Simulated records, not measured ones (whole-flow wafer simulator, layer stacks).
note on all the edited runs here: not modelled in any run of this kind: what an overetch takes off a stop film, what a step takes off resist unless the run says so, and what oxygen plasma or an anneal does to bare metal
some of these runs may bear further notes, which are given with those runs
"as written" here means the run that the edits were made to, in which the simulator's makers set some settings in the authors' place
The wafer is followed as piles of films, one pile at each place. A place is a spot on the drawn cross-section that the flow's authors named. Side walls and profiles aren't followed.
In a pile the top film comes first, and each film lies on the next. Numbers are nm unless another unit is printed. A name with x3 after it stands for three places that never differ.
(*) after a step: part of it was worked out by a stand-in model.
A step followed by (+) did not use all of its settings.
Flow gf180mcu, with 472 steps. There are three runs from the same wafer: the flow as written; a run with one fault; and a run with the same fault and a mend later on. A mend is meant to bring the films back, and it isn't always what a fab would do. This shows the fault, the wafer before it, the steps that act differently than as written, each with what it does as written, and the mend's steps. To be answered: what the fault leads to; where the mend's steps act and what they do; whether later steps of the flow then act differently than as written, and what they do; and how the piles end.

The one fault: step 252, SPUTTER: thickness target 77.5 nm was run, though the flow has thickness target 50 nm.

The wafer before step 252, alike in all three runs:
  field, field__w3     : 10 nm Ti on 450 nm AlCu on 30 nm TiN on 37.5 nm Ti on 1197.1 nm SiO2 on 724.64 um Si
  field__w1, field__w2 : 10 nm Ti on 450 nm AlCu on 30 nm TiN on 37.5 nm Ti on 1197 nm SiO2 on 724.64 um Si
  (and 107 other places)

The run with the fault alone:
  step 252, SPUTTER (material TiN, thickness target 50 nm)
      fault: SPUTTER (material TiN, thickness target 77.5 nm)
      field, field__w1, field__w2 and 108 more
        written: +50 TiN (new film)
        fault: +77.5 TiN (new film)
  Steps later in the flow that act otherwise than as written (3 other steps are not shown; they differ only slightly, by no more than 2% or 0.5 nm, whichever is larger):
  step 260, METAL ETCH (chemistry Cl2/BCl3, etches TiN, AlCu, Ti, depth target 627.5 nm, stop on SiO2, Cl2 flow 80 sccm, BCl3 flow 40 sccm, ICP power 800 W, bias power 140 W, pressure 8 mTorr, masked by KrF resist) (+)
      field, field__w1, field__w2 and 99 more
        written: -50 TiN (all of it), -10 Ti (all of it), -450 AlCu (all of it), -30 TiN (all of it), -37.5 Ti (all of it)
        fault: -77.5 TiN (all of it), -10 Ti (all of it), -450 AlCu (all of it), -30 TiN (all of it), -37.5 Ti (all of it)
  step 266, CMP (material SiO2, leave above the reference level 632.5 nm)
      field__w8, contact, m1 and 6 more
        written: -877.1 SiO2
        fault: -904.6 SiO2
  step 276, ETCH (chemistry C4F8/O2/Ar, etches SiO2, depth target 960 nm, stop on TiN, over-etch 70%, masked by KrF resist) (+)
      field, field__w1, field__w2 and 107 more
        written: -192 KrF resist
        fault: -185.3 KrF resist
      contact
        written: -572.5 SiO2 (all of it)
        fault: -545 SiO2 (all of it)
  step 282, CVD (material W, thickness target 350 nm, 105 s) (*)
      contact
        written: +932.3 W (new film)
        fault: +904.5 W (new film)
  The piles end different from the flow's at field__w8, contact, m1 and 6 more by more than 2% or 0.5 nm, whichever is larger.
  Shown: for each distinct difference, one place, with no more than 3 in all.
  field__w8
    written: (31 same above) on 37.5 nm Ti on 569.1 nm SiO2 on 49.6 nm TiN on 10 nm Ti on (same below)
    fault: (31 same above) on 37.5 nm Ti on 541.6 nm SiO2 on 77.1 nm TiN on 10 nm Ti on (same below)
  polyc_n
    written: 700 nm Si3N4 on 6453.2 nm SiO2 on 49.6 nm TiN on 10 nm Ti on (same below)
    fault: 700 nm Si3N4 on 6425.7 nm SiO2 on 77.1 nm TiN on 10 nm Ti on (same below)
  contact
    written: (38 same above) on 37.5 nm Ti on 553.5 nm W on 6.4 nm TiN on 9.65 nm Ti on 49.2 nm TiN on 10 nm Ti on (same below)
    fault: (38 same above) on 37.5 nm Ti on 525.7 nm W on 6.51 nm TiN on 9.81 nm Ti on 76.7 nm TiN on 10 nm Ti on (same below)

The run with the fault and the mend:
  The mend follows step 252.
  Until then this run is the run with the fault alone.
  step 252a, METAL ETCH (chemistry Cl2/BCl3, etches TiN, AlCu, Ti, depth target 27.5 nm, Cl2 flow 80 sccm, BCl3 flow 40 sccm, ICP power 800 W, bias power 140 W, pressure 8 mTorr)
      field, field__w1, field__w2 and 108 more
        -27.5 TiN
  None of the later steps of the flow acts differently than as written at any place that is followed.
  The piles end the same as the flow's at every place that both follow.
